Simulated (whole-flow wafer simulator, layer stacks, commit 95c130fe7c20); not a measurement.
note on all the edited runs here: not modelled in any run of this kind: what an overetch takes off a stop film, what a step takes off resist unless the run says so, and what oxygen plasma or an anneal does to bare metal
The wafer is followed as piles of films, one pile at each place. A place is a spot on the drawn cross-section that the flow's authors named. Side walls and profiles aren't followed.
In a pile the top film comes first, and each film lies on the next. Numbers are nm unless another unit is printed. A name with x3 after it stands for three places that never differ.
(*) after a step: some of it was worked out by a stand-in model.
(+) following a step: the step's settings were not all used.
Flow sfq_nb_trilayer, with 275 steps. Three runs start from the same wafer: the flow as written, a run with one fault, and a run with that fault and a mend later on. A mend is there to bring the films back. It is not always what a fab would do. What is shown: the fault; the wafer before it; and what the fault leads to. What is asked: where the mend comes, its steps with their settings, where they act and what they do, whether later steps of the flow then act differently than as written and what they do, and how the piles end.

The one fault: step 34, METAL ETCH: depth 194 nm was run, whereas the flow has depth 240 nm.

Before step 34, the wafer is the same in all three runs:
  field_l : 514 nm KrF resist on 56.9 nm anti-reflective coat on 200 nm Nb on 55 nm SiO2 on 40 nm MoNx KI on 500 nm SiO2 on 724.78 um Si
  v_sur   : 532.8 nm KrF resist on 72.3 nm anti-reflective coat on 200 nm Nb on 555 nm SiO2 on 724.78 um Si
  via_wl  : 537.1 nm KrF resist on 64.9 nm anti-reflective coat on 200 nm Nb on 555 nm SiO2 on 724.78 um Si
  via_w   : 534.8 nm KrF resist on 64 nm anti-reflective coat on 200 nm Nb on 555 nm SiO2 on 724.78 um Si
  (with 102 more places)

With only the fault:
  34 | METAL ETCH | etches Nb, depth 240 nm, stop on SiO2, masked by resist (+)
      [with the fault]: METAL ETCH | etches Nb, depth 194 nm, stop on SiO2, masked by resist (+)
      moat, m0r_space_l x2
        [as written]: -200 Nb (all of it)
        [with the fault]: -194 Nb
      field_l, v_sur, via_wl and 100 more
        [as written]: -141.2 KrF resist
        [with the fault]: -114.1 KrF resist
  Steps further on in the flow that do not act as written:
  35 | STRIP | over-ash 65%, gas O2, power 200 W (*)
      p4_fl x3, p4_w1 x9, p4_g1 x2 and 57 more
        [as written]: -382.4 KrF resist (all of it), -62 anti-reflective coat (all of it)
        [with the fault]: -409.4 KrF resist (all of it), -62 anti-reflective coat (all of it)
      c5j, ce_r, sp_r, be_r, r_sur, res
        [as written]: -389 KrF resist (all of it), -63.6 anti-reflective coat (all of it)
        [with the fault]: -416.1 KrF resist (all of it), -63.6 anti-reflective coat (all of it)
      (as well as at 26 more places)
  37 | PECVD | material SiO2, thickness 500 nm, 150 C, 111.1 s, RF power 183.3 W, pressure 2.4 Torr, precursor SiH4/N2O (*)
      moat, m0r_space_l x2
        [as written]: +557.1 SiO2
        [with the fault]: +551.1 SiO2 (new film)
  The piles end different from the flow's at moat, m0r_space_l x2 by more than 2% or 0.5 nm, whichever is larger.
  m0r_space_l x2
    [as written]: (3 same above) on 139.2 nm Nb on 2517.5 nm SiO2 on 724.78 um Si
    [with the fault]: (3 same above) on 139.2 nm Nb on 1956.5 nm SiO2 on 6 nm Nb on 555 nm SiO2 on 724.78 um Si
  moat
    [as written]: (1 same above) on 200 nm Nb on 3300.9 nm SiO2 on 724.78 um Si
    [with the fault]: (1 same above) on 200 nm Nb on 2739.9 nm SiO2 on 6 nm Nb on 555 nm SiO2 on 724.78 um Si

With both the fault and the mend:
  After step 34 comes the mend.
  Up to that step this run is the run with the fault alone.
  34a | METAL ETCH | etches Nb, depth 46 nm, stop on SiO2, masked by resist (+) (the flow's step 34 again, with other settings)
      field_l, v_sur, via_wl and 100 more
        -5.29 KrF resist
      moat, m0r_space_l x2
        -6 Nb (all of it)
  Steps further on in the flow that do not act as written:
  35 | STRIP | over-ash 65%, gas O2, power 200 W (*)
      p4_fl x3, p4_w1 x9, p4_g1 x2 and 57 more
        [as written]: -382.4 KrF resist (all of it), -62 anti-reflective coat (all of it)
        [with the mend]: -404.1 KrF resist (all of it), -62 anti-reflective coat (all of it)
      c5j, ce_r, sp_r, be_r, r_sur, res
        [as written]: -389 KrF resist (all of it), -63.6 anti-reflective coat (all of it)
        [with the mend]: -410.8 KrF resist (all of it), -63.6 anti-reflective coat (all of it)
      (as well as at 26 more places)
  At every place that both follow, the piles at the end match the flow's.
